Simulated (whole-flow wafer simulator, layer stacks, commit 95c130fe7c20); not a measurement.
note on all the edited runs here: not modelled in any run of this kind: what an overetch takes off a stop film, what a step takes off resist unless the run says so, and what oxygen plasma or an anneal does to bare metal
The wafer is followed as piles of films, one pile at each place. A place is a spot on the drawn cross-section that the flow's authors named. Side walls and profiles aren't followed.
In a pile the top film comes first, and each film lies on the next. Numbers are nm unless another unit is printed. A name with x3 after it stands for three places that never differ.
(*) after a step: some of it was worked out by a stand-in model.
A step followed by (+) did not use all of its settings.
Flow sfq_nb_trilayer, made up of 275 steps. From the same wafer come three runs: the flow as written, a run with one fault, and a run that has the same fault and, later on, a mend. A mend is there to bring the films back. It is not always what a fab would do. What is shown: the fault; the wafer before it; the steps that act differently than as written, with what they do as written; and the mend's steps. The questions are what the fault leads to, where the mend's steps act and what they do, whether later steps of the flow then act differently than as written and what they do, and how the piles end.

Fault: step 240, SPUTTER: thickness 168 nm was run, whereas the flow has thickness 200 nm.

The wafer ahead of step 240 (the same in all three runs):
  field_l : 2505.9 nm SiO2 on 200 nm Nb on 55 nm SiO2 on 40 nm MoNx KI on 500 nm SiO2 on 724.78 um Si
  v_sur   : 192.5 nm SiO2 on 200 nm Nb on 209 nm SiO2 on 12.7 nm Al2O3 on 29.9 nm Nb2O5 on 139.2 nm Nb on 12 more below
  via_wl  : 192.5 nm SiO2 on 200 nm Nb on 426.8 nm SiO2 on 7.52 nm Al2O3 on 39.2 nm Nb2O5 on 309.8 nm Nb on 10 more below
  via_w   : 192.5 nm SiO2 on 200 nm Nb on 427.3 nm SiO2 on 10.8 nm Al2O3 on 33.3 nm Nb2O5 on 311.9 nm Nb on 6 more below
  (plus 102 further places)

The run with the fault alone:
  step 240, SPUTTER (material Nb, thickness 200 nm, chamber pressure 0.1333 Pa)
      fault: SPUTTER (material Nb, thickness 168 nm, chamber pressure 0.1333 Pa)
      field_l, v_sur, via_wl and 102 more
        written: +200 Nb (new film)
        fault: +168 Nb (new film)
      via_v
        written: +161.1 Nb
        fault: +135.2 Nb
  Steps later in the flow that act otherwise than as written (4 more steps, not shown, differ only slightly: by at most 2% or 0.5 nm, whichever is larger):
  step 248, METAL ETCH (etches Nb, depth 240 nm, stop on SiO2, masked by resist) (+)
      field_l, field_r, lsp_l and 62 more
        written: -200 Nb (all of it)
        fault: -168 Nb (all of it)
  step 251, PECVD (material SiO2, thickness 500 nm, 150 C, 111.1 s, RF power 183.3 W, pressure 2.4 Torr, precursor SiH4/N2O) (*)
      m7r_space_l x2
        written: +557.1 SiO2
        fault: +525.1 SiO2
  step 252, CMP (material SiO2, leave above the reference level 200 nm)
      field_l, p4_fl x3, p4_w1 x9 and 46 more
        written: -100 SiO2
        fault: -132 SiO2
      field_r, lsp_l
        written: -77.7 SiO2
        fault: -113.2 SiO2
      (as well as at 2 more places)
  The piles end different from the flow's at v_sur, via_wl, via_w and 86 more by more than 2% or 0.5 nm, whichever is larger.
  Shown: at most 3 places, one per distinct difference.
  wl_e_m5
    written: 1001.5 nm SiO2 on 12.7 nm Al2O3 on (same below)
    fault: 969.5 nm SiO2 on 12.7 nm Al2O3 on (same below)
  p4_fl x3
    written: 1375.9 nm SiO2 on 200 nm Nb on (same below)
    fault: 1343.9 nm SiO2 on 200 nm Nb on (same below)
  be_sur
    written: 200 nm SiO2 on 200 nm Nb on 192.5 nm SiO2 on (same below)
    fault: 200 nm SiO2 on 168 nm Nb on 192.5 nm SiO2 on (same below)

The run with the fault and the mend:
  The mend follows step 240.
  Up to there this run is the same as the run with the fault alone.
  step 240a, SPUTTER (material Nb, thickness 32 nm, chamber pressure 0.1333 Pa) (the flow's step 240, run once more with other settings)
      field_l, v_sur, via_wl and 102 more
        +32 Nb
      via_v
        +23.2 Nb
  None of the later steps of the flow differs from how it acts as written, at any place that is followed, by more than 2% or 0.5 nm, whichever is larger.
  At the end the piles are close to the flow's at the places that both follow, differing by at most 2% or 0.5 nm, whichever is larger.
